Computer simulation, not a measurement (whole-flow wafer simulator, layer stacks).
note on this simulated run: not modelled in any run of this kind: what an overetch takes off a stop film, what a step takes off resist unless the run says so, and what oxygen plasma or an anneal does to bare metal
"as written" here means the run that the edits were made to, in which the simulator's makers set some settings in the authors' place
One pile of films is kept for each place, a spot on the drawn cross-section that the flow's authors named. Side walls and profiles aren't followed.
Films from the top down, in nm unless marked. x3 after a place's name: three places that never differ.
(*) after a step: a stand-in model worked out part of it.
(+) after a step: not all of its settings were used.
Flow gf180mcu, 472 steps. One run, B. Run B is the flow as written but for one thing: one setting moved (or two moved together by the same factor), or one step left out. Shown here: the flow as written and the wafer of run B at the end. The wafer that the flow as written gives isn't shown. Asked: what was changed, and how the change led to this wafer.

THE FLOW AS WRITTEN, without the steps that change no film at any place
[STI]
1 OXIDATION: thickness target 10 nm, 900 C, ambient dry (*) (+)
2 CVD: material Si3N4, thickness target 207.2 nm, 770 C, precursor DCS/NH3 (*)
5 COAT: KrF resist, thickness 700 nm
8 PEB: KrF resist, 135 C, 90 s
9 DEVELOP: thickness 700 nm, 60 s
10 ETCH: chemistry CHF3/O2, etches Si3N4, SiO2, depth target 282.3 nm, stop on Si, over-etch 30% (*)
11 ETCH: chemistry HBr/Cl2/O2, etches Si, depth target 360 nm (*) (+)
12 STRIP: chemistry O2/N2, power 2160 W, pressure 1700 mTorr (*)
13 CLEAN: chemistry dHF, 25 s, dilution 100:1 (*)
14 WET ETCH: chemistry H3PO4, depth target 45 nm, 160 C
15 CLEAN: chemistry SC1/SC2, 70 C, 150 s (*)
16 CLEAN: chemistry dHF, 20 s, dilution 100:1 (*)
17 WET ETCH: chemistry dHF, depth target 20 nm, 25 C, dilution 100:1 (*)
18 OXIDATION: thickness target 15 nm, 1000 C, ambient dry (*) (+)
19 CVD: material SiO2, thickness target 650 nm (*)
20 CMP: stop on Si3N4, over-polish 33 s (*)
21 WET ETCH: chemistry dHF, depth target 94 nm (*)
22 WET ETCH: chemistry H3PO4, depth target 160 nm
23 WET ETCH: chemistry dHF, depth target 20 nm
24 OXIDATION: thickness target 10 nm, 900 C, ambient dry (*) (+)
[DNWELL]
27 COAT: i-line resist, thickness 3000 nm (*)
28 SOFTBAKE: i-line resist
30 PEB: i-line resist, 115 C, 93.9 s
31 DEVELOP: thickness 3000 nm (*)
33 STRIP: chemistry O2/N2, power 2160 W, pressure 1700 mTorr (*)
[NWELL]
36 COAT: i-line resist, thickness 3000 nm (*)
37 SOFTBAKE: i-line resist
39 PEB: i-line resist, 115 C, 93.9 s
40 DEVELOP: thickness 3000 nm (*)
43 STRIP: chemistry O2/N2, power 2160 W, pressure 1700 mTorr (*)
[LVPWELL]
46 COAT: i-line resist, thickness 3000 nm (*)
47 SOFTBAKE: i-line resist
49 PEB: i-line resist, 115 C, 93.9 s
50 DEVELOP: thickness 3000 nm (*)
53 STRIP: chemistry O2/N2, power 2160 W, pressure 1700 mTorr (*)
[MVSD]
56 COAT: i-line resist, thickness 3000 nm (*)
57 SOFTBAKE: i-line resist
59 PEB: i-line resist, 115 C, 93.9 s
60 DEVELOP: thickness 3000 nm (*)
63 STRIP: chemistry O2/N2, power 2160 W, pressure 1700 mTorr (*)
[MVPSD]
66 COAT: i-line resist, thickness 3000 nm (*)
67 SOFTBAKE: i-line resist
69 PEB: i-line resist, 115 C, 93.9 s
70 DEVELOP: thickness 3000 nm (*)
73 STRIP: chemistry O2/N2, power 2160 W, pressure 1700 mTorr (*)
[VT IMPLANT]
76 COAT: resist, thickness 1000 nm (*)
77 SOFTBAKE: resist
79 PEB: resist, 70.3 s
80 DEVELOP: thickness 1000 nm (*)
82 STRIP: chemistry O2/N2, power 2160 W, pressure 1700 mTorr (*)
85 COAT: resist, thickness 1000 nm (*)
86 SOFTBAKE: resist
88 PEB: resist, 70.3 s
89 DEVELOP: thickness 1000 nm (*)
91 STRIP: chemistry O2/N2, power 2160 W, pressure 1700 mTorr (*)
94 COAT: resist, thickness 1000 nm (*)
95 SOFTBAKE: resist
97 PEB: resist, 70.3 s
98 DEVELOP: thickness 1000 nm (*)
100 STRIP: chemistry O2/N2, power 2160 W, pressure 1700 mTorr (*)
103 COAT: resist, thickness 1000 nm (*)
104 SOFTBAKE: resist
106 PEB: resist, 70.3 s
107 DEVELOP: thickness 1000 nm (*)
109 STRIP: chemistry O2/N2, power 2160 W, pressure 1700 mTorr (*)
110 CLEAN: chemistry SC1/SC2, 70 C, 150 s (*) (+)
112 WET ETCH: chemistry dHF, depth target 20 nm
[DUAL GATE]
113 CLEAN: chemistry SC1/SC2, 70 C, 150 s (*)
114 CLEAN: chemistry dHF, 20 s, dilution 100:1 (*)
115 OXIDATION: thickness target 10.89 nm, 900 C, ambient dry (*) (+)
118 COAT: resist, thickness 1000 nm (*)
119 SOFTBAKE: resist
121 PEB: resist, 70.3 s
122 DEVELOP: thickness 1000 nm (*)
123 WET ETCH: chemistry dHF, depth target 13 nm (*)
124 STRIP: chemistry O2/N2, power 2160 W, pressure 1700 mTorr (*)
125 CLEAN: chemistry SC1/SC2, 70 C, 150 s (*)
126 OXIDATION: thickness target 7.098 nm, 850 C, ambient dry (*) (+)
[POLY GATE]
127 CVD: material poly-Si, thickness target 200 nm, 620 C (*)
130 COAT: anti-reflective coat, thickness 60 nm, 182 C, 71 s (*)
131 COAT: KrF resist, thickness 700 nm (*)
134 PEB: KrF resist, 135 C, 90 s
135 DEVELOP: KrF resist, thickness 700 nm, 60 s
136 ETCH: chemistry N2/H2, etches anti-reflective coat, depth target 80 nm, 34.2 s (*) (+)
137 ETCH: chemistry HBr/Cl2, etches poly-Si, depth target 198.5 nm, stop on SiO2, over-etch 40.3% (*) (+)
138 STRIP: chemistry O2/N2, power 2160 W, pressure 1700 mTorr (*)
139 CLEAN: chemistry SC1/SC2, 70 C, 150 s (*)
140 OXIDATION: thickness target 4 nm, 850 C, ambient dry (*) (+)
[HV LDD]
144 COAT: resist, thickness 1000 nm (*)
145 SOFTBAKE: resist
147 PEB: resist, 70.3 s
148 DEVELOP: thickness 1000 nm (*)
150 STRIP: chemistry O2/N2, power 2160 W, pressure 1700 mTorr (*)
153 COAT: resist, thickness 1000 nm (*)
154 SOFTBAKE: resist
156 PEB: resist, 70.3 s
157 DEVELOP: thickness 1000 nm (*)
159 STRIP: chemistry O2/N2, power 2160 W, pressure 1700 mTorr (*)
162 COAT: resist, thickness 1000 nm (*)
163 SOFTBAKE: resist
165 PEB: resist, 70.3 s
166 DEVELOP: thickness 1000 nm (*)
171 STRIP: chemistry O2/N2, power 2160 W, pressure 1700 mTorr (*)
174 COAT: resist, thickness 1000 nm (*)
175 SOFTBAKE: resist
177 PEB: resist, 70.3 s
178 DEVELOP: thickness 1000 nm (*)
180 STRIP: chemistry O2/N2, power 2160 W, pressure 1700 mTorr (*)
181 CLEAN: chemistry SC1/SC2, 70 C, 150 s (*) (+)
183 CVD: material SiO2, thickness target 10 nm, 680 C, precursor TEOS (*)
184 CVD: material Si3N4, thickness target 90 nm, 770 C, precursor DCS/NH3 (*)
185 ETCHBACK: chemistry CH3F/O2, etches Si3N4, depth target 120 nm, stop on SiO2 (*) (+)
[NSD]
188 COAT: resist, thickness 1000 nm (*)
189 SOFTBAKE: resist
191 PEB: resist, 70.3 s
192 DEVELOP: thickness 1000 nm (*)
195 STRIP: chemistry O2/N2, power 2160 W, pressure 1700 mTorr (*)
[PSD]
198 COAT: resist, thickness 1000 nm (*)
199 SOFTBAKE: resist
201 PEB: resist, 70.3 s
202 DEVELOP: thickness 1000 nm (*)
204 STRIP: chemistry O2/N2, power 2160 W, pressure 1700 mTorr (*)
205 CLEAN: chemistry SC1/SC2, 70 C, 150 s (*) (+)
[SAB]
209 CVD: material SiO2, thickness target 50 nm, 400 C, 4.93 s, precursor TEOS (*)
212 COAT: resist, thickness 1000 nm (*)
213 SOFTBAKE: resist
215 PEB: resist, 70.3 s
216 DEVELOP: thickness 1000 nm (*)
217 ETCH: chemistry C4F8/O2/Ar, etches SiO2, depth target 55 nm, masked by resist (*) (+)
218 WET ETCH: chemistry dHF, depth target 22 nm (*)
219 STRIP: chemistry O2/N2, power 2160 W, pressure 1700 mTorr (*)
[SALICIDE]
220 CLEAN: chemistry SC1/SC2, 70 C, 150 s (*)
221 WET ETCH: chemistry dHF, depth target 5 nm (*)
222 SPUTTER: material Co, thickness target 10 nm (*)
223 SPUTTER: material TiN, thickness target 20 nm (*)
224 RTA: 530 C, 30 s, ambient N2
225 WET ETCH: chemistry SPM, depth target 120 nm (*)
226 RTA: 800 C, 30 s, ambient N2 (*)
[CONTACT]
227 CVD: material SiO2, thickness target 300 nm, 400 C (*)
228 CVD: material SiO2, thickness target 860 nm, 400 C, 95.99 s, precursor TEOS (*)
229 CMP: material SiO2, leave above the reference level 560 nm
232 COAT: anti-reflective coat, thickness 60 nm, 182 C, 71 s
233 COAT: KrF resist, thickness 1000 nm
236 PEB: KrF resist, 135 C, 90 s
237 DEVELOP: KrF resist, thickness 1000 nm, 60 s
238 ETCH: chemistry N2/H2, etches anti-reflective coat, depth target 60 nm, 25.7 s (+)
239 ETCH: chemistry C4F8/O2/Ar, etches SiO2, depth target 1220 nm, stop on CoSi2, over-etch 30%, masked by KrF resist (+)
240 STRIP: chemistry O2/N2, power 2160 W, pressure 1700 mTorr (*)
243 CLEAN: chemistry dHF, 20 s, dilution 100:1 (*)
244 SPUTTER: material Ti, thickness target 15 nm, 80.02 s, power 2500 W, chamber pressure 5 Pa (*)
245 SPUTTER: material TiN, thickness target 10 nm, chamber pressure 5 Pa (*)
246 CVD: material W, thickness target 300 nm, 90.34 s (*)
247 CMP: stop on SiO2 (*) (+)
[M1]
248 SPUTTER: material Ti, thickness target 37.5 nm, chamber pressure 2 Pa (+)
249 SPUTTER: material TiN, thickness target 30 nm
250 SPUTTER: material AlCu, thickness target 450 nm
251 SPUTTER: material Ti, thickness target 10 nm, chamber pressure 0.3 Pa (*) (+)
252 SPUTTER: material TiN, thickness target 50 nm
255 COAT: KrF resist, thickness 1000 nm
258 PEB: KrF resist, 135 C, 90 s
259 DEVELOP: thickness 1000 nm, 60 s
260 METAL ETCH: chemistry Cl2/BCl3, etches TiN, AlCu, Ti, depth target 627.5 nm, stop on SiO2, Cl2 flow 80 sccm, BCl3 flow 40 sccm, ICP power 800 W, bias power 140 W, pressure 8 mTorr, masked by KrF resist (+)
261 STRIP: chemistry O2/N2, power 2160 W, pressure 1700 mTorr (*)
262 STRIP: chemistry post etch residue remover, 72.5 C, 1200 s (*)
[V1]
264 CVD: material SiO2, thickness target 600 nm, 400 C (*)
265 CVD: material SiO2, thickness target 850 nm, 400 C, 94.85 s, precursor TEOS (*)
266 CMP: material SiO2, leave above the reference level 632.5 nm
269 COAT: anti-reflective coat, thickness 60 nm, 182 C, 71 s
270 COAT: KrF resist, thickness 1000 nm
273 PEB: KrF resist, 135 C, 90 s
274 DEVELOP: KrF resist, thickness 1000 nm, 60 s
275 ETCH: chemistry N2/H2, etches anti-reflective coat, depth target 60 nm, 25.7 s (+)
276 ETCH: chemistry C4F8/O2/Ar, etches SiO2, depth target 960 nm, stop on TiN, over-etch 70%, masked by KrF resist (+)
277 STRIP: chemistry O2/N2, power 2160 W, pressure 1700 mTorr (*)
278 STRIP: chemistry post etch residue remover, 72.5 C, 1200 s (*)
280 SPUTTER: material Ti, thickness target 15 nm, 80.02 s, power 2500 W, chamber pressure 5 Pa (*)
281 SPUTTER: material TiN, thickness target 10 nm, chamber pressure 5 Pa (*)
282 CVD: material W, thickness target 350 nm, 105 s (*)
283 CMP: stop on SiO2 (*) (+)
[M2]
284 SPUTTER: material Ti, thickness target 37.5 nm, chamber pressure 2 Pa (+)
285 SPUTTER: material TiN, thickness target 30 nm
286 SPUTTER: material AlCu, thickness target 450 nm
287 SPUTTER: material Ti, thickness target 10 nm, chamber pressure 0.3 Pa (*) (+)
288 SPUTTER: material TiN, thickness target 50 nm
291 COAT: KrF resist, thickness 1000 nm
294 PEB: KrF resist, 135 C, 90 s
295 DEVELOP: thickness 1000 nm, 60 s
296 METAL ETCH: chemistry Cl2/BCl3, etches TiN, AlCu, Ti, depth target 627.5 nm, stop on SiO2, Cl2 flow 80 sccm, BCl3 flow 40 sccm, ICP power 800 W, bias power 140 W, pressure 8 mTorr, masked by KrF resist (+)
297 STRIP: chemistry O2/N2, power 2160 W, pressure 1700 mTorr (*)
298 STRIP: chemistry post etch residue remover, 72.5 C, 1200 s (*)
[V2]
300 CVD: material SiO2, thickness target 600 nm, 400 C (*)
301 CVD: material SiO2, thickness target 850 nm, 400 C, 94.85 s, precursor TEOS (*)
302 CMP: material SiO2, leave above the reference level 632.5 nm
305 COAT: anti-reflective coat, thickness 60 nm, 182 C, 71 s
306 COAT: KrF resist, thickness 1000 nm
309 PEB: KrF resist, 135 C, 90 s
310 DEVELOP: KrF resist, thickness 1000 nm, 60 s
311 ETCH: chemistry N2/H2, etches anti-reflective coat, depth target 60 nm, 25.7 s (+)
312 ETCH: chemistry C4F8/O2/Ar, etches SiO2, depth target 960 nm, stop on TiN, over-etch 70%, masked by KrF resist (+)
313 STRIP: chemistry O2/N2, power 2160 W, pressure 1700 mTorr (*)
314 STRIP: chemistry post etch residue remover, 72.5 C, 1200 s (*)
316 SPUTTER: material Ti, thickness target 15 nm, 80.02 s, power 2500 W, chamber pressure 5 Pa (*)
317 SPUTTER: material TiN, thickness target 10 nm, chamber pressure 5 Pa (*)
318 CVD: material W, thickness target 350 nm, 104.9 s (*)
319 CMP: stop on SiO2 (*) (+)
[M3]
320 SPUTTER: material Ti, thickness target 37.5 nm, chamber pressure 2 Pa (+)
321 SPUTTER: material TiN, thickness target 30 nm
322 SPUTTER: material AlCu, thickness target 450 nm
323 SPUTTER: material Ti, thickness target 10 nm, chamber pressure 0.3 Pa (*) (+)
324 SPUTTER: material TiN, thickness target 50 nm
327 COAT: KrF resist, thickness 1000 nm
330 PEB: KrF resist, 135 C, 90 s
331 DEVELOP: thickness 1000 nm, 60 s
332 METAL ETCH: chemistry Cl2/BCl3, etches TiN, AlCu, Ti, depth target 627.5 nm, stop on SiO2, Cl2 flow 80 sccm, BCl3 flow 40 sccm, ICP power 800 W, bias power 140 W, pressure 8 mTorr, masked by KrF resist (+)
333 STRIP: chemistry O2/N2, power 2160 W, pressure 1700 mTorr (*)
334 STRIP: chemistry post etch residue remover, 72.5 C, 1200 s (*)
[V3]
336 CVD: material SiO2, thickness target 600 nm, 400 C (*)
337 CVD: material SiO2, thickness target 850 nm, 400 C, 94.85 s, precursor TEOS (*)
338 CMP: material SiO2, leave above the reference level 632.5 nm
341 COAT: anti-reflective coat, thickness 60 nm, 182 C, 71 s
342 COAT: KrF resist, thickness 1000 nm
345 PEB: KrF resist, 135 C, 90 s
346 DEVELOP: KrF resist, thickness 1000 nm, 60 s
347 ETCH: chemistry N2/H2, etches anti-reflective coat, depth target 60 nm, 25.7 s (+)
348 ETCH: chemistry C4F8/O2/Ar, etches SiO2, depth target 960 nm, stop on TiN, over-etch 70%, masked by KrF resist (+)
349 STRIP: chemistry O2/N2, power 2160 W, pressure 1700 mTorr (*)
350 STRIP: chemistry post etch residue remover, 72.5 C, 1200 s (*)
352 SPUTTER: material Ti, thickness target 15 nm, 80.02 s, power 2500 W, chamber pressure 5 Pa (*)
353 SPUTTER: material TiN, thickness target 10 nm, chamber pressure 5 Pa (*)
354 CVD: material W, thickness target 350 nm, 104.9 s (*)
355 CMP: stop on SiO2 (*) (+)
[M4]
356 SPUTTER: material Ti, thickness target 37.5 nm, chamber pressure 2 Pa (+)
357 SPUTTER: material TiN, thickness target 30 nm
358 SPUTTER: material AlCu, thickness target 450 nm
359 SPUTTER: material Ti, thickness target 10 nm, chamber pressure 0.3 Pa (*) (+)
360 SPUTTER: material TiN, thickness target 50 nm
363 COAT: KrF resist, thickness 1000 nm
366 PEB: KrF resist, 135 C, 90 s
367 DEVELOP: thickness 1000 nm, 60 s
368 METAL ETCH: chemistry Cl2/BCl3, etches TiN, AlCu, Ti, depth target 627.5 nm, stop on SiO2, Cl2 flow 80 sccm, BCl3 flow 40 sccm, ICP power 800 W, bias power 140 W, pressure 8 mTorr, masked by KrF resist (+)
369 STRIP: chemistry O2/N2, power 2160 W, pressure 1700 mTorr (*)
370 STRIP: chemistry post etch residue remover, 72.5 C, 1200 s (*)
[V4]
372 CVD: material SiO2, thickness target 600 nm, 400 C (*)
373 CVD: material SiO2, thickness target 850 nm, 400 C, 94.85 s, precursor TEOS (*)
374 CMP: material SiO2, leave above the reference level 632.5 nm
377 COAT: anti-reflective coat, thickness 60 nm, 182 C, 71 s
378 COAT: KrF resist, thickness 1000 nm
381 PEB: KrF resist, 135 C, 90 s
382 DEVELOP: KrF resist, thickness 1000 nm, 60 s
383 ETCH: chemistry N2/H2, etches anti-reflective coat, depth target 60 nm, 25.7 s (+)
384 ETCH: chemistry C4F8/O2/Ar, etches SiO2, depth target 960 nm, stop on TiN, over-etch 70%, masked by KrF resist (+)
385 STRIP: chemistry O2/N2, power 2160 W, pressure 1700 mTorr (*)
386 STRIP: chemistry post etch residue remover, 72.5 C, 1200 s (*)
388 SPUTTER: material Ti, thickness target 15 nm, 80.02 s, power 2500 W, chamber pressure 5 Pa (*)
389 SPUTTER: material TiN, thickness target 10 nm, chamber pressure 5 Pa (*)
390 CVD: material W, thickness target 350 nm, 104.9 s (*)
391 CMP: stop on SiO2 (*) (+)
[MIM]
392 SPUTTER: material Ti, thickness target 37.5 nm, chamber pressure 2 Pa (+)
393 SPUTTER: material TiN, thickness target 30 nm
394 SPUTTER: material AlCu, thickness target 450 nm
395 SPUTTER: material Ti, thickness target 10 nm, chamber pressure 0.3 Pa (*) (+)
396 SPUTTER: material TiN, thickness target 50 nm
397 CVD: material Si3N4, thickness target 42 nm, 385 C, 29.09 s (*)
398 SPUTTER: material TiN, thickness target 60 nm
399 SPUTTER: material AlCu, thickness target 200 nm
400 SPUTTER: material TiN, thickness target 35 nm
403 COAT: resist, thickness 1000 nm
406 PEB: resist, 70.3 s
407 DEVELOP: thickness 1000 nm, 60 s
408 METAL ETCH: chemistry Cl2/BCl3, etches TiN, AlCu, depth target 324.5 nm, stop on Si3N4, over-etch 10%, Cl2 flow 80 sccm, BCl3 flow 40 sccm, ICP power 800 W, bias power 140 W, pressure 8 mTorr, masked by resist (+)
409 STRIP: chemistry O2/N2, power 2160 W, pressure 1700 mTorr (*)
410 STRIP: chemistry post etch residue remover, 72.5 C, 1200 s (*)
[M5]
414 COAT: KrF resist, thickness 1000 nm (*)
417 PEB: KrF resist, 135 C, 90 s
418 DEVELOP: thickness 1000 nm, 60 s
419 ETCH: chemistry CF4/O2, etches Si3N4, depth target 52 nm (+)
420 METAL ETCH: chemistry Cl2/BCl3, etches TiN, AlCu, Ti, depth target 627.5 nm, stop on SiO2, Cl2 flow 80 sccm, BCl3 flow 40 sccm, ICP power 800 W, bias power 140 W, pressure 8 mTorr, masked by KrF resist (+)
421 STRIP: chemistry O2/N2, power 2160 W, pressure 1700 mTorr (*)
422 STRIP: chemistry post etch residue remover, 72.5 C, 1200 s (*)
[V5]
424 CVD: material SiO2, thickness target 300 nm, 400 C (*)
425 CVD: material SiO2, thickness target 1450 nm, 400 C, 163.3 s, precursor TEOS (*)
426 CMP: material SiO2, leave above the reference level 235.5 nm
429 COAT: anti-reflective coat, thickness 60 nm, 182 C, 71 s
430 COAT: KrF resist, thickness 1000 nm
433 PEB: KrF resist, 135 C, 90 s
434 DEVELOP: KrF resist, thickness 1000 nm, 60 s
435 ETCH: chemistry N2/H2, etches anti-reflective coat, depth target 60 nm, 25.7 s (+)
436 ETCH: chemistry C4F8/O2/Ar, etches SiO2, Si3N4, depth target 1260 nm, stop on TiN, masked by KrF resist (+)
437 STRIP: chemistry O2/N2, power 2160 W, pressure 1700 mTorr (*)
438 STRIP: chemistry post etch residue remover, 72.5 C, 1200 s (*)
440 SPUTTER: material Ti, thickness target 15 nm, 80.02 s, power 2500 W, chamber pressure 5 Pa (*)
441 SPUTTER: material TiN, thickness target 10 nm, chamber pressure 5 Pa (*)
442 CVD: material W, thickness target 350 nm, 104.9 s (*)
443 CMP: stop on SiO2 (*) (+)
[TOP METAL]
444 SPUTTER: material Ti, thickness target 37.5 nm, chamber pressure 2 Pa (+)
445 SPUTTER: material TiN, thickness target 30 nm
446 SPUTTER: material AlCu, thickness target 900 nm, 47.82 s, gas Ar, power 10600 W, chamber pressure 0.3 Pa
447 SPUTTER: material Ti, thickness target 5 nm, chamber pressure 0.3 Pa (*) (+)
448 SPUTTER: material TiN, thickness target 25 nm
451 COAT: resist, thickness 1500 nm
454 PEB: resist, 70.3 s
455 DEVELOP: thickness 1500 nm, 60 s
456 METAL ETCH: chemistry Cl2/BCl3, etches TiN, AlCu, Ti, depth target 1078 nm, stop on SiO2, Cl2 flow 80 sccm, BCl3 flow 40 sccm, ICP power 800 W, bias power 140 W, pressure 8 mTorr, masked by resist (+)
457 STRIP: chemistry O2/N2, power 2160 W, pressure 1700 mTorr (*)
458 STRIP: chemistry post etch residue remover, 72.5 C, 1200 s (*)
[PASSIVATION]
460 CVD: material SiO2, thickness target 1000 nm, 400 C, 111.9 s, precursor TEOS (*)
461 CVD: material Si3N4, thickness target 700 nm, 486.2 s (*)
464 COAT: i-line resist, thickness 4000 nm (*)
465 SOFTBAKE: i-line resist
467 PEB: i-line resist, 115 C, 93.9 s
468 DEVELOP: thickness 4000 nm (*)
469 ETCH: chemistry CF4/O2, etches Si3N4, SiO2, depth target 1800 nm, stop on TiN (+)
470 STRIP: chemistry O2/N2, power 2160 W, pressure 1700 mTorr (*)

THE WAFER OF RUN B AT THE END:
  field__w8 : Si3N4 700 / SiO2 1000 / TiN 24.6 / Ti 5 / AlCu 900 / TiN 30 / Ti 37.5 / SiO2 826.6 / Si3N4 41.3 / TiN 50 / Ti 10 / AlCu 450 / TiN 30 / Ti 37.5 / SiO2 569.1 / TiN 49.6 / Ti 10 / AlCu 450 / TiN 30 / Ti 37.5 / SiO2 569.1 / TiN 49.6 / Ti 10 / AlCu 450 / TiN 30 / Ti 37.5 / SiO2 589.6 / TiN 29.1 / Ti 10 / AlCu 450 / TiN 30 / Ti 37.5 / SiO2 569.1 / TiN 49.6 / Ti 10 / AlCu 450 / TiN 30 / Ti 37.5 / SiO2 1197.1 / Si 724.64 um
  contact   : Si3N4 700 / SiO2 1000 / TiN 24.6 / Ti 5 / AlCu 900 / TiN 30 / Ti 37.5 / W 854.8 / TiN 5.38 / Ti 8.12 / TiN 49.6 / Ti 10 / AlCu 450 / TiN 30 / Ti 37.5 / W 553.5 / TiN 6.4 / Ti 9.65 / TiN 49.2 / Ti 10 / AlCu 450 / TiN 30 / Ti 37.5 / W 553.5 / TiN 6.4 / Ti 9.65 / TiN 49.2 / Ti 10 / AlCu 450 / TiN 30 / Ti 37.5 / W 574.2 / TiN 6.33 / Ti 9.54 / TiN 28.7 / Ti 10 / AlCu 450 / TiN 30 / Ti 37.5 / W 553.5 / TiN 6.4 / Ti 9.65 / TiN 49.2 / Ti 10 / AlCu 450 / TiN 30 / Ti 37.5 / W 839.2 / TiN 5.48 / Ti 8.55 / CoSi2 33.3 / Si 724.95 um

The cause: step 288, SPUTTER: thickness target 29.5 nm was run, where the flow has thickness target 50 nm.

How the change led to this, step by step:
  288 SPUTTER: material TiN, thickness target 50 nm
      field, field__w1, field__w2 and 108 more: TiN +29.5 (new film) (as written it would be: TiN +50 (new film))
  296 METAL ETCH: chemistry Cl2/BCl3, etches TiN, AlCu, Ti, depth target 627.5 nm, stop on SiO2, Cl2 flow 80 sccm, BCl3 flow 40 sccm, ICP power 800 W, bias power 140 W, pressure 8 mTorr, masked by KrF resist (+)
      field, field__w1, field__w2 and 103 more: TiN -29.5 (all of it), Ti -10 (all of it), AlCu -450 (all of it), TiN -30 (all of it), Ti -37.5 (all of it) (as written it would be: TiN -50 (all of it), Ti -10 (all of it), AlCu -450 (all of it), TiN -30 (all of it), Ti -37.5 (all of it))
  302 CMP: material SiO2, leave above the reference level 632.5 nm
      field__w8, contact, m1, m1__w1, m1_nw: SiO2 -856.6 (as written it would be: SiO2 -877.1)
  312 ETCH: chemistry C4F8/O2/Ar, etches SiO2, depth target 960 nm, stop on TiN, over-etch 70%, masked by KrF resist (+)
      contact: SiO2 -593 (all of it) (as written it would be: SiO2 -572.5 (all of it))
  318 CVD: material W, thickness target 350 nm, 104.9 s (*)
      contact: W +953 (new film) (as written it would be: W +932.3 (new film))
